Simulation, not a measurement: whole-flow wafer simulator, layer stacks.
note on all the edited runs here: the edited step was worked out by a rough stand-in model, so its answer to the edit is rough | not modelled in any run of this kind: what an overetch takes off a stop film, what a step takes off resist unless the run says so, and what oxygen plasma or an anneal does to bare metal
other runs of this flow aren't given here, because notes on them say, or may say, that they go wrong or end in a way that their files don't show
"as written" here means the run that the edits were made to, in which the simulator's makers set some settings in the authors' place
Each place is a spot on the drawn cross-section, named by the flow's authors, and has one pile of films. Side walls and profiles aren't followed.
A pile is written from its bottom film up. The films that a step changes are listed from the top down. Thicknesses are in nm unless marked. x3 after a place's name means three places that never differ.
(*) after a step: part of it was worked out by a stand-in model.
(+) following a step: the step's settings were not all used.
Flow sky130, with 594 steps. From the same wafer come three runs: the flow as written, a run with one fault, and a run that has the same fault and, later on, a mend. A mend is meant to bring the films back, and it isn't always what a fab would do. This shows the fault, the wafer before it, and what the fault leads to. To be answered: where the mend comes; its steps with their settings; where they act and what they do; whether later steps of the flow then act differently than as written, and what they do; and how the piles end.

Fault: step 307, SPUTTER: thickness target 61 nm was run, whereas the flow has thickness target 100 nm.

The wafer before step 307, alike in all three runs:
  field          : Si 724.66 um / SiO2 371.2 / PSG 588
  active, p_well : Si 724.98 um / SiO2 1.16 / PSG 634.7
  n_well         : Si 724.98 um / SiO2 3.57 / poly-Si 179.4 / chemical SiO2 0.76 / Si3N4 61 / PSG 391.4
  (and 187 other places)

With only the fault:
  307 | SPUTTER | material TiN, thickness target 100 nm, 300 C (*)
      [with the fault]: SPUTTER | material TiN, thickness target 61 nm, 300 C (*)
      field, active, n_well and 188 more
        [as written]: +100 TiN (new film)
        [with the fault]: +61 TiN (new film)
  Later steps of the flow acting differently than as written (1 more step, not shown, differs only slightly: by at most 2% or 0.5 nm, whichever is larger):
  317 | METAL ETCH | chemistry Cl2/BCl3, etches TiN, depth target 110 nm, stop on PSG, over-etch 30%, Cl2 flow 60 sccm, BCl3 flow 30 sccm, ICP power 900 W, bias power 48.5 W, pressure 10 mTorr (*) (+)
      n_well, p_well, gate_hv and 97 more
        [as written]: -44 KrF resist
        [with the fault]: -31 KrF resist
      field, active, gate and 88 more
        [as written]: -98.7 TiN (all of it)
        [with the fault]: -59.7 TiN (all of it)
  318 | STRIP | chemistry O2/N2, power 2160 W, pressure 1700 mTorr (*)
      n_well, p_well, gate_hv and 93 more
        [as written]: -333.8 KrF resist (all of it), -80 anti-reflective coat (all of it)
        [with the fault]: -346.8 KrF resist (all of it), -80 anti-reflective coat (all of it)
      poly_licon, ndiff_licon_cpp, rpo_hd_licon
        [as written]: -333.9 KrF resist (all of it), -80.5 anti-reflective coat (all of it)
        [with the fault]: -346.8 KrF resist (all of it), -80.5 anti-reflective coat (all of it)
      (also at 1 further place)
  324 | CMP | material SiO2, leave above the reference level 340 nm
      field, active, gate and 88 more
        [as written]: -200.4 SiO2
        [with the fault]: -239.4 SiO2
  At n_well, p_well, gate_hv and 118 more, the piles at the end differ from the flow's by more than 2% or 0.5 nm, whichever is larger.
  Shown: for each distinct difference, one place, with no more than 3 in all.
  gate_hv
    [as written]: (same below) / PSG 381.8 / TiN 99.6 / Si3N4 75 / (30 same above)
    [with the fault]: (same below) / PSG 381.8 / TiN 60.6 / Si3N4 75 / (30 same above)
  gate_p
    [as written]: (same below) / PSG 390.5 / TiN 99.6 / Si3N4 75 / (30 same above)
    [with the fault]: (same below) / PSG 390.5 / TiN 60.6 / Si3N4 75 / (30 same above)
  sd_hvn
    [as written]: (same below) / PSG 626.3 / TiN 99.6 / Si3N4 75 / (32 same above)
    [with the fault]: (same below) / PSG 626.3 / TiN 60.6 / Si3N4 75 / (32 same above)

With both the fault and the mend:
  The mend follows step 307.
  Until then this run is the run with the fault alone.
  307a | SPUTTER | material TiN, thickness target 39 nm, 300 C (*) (the flow's step 307, run once more with other settings)
      field, active, n_well and 188 more
        +39 TiN
  None of the later steps of the flow differs from how it acts as written, at any place that is followed, by more than 2% or 0.5 nm, whichever is larger.
  At every place that both follow, the piles at the end match the flow's.
